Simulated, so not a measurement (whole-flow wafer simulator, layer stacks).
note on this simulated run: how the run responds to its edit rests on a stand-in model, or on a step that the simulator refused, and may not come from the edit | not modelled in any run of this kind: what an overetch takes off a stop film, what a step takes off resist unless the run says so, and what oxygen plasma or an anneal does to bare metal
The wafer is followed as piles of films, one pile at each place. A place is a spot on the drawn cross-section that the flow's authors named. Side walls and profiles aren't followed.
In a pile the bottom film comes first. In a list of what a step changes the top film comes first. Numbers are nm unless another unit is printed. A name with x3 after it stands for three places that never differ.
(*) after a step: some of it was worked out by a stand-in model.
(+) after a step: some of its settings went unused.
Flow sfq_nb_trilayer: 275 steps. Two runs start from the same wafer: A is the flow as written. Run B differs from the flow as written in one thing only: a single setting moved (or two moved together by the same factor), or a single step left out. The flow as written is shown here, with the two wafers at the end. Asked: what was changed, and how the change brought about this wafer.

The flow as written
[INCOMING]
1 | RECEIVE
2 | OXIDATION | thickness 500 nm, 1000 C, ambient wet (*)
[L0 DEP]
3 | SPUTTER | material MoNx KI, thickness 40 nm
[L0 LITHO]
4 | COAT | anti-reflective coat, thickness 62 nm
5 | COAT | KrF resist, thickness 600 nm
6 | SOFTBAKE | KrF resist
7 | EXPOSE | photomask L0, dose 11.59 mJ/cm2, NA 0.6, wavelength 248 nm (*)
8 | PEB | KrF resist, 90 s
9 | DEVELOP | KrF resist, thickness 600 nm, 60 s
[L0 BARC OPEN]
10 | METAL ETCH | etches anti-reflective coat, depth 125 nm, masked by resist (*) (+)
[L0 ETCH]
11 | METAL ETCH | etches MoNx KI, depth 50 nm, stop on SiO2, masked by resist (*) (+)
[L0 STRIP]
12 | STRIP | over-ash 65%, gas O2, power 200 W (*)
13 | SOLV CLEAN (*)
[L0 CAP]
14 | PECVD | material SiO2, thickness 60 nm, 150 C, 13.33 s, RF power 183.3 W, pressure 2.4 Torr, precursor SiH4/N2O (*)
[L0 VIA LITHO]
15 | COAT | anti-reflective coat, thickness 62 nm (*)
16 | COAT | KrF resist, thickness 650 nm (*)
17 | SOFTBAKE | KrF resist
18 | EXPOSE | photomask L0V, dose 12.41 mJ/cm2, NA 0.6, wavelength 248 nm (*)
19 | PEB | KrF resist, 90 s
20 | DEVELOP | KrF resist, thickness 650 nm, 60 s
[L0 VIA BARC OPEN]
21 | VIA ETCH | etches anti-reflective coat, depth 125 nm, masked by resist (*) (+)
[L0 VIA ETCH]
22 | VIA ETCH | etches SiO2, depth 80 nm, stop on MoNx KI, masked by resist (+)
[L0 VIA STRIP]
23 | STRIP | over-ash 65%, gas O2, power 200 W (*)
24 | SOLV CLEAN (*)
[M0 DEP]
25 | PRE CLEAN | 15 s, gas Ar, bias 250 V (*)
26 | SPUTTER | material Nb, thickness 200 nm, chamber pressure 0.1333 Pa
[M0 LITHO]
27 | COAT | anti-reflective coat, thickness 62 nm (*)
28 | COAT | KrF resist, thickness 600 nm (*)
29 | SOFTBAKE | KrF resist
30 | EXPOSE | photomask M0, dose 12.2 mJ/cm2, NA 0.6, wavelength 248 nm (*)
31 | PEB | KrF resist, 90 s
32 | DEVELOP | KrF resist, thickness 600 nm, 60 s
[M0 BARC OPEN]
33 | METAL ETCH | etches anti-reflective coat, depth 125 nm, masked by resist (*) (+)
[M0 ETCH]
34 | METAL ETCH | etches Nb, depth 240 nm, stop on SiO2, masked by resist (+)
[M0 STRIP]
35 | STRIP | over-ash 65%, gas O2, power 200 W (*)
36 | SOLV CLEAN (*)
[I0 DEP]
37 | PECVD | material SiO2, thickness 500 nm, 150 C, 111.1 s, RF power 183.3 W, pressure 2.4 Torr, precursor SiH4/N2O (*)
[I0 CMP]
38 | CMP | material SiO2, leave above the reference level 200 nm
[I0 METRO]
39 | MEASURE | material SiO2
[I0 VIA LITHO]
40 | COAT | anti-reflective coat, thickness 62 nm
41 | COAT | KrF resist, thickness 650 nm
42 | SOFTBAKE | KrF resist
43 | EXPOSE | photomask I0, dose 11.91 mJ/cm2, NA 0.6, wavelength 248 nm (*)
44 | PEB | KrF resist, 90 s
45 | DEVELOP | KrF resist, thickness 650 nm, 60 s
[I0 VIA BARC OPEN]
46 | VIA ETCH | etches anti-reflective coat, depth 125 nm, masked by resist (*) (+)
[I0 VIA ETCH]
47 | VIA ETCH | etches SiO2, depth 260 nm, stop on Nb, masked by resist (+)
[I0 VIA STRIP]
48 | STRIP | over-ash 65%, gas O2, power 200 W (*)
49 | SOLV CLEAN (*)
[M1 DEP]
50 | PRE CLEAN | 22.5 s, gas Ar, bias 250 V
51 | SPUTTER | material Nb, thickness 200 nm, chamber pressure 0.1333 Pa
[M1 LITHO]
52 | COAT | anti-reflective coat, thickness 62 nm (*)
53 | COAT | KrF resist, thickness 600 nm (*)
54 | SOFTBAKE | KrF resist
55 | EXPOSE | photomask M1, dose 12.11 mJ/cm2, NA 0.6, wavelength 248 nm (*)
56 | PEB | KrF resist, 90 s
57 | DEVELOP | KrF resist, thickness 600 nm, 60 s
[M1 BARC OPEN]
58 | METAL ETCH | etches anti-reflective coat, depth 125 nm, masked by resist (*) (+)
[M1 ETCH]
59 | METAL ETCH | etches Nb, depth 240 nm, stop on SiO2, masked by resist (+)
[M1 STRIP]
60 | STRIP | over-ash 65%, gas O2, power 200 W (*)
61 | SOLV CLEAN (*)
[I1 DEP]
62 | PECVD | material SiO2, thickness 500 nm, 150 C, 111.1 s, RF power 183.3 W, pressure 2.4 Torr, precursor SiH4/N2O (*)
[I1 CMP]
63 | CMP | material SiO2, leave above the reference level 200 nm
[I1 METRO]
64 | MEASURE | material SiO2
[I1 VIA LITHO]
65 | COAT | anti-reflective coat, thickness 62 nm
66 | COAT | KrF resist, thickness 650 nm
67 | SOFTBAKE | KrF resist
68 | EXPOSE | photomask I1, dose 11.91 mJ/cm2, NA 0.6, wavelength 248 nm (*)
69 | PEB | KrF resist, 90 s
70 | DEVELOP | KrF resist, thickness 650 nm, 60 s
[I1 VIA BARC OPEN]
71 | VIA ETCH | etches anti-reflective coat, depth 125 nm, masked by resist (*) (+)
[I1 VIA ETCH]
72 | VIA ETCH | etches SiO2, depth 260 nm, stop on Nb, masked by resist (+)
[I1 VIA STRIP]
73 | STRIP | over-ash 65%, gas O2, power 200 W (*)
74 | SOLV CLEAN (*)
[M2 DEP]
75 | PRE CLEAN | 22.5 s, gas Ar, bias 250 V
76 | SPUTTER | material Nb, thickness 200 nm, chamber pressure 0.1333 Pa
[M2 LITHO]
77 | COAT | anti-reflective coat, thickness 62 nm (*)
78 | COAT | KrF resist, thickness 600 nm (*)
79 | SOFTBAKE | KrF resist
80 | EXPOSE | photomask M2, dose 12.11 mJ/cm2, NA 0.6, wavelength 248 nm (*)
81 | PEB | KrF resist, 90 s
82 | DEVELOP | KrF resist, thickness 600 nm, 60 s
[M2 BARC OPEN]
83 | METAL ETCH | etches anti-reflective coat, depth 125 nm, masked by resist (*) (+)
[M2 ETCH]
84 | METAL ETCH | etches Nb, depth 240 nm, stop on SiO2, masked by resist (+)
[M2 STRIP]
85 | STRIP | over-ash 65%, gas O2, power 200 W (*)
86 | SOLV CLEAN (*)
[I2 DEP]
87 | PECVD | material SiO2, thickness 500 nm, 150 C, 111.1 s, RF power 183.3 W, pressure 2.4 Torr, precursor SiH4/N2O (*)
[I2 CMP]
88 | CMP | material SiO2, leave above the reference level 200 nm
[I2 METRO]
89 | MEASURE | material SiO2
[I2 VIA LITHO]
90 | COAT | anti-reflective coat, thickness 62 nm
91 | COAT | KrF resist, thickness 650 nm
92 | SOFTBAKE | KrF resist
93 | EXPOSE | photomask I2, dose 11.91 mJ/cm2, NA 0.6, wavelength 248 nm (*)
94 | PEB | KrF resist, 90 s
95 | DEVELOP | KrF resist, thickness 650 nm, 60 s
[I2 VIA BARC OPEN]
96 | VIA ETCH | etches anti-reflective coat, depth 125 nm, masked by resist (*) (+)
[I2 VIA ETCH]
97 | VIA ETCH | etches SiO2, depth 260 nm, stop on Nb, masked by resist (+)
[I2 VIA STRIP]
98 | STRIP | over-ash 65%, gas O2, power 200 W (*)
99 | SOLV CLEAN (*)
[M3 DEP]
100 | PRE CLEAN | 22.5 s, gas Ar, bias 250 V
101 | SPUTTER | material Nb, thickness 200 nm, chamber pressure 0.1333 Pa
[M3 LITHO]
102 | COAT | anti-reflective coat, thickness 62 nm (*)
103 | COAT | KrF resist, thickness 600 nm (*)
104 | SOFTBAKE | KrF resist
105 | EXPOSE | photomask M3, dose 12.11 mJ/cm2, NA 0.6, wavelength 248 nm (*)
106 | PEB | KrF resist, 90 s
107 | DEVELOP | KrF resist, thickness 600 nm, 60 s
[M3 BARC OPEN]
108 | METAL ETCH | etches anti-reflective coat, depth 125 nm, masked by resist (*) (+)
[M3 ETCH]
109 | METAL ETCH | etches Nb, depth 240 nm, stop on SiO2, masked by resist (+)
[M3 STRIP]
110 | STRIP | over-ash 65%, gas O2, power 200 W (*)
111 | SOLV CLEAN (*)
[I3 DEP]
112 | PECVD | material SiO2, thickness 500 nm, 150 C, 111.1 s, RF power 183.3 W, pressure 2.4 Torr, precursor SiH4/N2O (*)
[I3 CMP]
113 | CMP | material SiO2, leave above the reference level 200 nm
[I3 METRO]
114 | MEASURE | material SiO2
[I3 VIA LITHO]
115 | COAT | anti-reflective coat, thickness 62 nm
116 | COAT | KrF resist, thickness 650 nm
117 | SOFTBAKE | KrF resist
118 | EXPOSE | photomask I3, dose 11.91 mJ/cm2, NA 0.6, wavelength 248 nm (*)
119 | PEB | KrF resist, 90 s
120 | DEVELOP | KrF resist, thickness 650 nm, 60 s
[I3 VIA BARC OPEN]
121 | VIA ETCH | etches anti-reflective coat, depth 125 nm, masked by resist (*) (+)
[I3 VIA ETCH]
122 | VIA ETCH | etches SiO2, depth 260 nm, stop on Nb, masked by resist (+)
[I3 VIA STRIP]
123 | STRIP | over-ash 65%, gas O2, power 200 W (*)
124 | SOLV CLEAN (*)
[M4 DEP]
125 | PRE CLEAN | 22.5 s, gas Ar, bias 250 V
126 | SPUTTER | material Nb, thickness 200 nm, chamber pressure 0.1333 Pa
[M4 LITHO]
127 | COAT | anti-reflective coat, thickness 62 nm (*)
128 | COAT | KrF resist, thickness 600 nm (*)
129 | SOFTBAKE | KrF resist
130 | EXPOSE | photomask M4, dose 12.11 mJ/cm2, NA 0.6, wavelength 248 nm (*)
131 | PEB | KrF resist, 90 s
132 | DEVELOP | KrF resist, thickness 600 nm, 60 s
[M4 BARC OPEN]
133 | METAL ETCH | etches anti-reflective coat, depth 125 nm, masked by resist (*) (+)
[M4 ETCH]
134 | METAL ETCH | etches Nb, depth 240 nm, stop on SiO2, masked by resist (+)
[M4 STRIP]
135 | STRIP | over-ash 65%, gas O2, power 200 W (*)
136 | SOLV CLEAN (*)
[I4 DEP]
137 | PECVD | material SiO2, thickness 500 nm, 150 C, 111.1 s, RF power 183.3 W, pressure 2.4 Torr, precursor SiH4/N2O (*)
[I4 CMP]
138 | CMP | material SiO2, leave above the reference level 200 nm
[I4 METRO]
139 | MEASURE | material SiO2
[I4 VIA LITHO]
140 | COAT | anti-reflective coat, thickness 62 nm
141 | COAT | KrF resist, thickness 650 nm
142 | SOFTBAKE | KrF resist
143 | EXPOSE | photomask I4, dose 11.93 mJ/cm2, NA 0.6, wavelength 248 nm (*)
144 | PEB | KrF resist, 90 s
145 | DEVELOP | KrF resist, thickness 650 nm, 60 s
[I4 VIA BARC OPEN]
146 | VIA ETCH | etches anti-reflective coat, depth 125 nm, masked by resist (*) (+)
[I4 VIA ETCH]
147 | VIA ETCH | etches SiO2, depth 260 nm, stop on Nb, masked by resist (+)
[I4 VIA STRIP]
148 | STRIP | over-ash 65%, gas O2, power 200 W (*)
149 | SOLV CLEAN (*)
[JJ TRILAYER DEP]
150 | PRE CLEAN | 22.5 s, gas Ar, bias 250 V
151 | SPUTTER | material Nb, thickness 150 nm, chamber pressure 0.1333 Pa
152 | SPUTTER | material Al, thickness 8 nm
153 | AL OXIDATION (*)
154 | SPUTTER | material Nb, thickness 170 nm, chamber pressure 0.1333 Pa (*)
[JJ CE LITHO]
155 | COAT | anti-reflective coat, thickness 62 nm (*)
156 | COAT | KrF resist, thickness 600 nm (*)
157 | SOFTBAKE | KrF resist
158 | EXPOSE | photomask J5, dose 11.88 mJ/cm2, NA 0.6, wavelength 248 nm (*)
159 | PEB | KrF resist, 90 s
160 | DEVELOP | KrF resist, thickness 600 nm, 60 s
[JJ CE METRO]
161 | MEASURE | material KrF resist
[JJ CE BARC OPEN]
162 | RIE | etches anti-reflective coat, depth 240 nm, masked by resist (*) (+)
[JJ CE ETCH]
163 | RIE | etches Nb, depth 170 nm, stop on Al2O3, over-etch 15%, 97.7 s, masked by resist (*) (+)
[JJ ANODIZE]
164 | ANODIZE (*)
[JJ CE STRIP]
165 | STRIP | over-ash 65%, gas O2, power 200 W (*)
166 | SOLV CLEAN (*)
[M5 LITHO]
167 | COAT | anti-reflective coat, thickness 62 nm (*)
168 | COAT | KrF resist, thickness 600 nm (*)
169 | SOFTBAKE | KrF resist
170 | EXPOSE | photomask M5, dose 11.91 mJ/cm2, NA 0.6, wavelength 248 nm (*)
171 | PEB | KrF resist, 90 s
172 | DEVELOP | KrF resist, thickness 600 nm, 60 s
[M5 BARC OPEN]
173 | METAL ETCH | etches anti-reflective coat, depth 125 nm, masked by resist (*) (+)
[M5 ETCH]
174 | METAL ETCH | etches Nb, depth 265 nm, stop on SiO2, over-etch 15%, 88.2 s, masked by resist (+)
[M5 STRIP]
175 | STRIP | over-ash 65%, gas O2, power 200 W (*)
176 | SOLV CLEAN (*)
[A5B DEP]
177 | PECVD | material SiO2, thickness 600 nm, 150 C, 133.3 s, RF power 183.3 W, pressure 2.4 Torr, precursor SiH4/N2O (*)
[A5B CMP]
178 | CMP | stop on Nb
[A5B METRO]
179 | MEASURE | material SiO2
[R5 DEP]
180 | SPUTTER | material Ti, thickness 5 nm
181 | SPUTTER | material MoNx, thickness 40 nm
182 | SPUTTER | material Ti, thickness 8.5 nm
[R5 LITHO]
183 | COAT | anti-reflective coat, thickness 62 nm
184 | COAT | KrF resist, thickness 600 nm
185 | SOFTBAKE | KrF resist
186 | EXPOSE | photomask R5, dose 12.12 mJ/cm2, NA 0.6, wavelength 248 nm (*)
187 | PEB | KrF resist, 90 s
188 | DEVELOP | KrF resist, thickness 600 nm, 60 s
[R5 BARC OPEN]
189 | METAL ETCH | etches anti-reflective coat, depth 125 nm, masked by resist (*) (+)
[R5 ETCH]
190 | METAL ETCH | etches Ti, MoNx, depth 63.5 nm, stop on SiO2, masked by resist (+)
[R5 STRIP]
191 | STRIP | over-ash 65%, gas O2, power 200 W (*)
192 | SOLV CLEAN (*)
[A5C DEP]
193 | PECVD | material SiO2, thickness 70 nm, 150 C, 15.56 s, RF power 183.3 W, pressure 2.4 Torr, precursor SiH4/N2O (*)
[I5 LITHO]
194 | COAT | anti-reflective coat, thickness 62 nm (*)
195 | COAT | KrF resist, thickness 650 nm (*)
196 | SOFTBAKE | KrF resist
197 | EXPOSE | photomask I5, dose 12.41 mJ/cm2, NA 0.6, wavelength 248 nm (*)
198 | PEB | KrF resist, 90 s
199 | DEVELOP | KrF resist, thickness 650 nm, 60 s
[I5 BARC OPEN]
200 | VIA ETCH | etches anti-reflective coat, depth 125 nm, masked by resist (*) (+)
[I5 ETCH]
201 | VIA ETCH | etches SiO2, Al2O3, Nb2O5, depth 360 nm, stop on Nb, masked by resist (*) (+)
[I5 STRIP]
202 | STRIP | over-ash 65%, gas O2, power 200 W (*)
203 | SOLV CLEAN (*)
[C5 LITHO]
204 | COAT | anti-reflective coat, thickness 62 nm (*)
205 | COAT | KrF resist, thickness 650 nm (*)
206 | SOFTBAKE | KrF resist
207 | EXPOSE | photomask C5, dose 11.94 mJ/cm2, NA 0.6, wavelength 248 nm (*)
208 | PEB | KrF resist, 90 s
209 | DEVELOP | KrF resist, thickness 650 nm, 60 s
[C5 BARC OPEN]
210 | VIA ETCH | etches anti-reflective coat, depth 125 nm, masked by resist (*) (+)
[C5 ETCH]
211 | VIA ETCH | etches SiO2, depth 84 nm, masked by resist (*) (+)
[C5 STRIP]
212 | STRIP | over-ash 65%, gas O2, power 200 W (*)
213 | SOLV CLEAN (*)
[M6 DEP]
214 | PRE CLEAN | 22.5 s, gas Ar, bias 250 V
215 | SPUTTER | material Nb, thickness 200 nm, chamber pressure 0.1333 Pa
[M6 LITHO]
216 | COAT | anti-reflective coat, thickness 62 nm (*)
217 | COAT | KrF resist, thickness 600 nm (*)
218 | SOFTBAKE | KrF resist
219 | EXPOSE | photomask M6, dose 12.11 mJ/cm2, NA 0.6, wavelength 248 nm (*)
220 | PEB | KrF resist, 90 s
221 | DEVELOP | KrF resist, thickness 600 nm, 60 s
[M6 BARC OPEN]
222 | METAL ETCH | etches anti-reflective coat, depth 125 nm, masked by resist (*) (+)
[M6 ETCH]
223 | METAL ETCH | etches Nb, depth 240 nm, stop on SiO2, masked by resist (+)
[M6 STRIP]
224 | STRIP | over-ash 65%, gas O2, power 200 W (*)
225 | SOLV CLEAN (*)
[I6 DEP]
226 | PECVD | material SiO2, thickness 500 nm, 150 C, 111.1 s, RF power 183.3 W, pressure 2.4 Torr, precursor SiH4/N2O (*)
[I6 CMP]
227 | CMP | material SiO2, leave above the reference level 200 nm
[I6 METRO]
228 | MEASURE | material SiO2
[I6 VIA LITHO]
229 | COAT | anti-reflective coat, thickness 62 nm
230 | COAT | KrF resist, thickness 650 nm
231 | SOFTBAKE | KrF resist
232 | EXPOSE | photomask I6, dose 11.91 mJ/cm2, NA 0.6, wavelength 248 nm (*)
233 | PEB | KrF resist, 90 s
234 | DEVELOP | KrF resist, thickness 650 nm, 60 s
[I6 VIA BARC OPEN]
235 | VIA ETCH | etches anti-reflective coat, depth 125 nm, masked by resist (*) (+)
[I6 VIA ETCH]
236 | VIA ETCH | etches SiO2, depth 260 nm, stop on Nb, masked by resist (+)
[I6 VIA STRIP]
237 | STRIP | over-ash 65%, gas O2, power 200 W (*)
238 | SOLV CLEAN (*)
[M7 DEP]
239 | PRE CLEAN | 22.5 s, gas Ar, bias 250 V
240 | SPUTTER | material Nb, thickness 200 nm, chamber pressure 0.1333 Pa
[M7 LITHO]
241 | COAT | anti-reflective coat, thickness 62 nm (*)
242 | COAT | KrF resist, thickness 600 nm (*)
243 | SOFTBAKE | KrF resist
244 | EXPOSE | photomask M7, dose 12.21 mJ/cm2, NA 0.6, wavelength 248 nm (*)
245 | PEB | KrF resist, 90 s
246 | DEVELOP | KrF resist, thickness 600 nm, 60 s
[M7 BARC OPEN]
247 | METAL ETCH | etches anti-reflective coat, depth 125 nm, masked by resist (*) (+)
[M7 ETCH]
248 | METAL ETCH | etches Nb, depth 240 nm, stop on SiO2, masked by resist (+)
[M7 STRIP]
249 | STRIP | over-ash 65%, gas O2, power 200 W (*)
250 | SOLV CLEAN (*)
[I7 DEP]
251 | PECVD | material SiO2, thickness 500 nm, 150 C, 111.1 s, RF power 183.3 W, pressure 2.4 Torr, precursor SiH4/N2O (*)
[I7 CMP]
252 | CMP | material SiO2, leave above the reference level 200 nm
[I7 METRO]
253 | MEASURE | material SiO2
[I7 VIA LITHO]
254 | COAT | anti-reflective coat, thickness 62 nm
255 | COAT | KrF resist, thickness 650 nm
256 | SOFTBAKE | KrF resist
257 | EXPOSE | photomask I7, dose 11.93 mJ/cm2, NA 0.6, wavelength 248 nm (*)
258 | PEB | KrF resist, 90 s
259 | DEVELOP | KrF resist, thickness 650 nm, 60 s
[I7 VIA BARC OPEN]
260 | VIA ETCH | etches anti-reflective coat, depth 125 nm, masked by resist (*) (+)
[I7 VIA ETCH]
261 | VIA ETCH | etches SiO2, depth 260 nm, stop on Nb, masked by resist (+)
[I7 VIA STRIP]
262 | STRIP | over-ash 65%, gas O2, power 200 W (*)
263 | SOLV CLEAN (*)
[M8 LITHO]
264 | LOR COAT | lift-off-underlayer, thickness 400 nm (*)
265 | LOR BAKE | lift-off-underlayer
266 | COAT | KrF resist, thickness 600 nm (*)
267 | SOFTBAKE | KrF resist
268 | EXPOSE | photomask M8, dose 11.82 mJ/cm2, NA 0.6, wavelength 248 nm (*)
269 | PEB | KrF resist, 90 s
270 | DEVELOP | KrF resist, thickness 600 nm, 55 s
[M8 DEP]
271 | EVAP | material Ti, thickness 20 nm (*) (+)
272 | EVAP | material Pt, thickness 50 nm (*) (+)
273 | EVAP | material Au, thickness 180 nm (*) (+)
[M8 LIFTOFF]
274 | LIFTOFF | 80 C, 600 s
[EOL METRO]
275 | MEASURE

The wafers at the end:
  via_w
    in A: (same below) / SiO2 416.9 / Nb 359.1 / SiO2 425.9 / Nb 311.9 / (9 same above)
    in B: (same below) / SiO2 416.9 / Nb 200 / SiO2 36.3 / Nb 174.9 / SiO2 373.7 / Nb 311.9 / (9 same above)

Cause: step 97, VIA ETCH: depth 156 nm was run, though the flow has depth 260 nm.

The path from the change to this, step by step:
  97 | VIA ETCH | etches SiO2, depth 260 nm, stop on Nb, masked by resist (+)
      via_w: A -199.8 SiO2 (all of it) | B -156 SiO2
      field_l, v_sur, via_wl and 102 more: A -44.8 KrF resist | B -26.9 KrF resist
  98 | STRIP | over-ash 65%, gas O2, power 200 W (*)
      field_l, v_sur, via_wl and 102 more: A -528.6 KrF resist (all of it), -62 anti-reflective coat (all of it) | B -546.5 KrF resist (all of it), -62 anti-reflective coat (all of it)
  100 | PRE CLEAN | 22.5 s, gas Ar, bias 250 V
      via_w: A -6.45 Nb | B -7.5 SiO2
  101 | SPUTTER | material Nb, thickness 200 nm, chamber pressure 0.1333 Pa
      via_w: A +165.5 Nb | B +174.9 Nb (new film)
  102 | COAT | anti-reflective coat, thickness 62 nm (*)
      via_w: A +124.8 anti-reflective coat (new film) | B +113.9 anti-reflective coat (new film)
      via_wr: A +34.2 anti-reflective coat (new film) | B +34.9 anti-reflective coat (new film)
  103 | COAT | KrF resist, thickness 600 nm (*)
      via_w: A +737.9 KrF resist (new film) | B +703.1 KrF resist (new film)
  110 | STRIP | over-ash 65%, gas O2, power 200 W (*)
      via_w: A -520 KrF resist (all of it), -124.8 anti-reflective coat (all of it) | B -485.2 KrF resist (all of it), -113.9 anti-reflective coat (all of it)
      via_wr: A -384.2 KrF resist (all of it), -34.2 anti-reflective coat (all of it) | B -388.6 KrF resist (all of it), -34.9 anti-reflective coat (all of it)
  112 | PECVD | material SiO2, thickness 500 nm, 150 C, 111.1 s, RF power 183.3 W, pressure 2.4 Torr, precursor SiH4/N2O (*)
      via_w: A +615 SiO2 (new film) | B +538.3 SiO2 (new film)
  113 | CMP | material SiO2, leave above the reference level 200 nm
      via_w: A -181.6 SiO2 | B -157.1 SiO2
If metal films that touch count as one body, via_w has 6 bodies (between them, from the top down: SiO2 192.5; SiO2 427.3 / Al2O3 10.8 / Nb2O5 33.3; SiO2 373.7; SiO2 36.3; SiO2 416.9); the flow as written gives 5 bodies (between them, from the top down: SiO2 192.5; SiO2 427.3 / Al2O3 10.8 / Nb2O5 33.3; SiO2 425.9; SiO2 416.9).
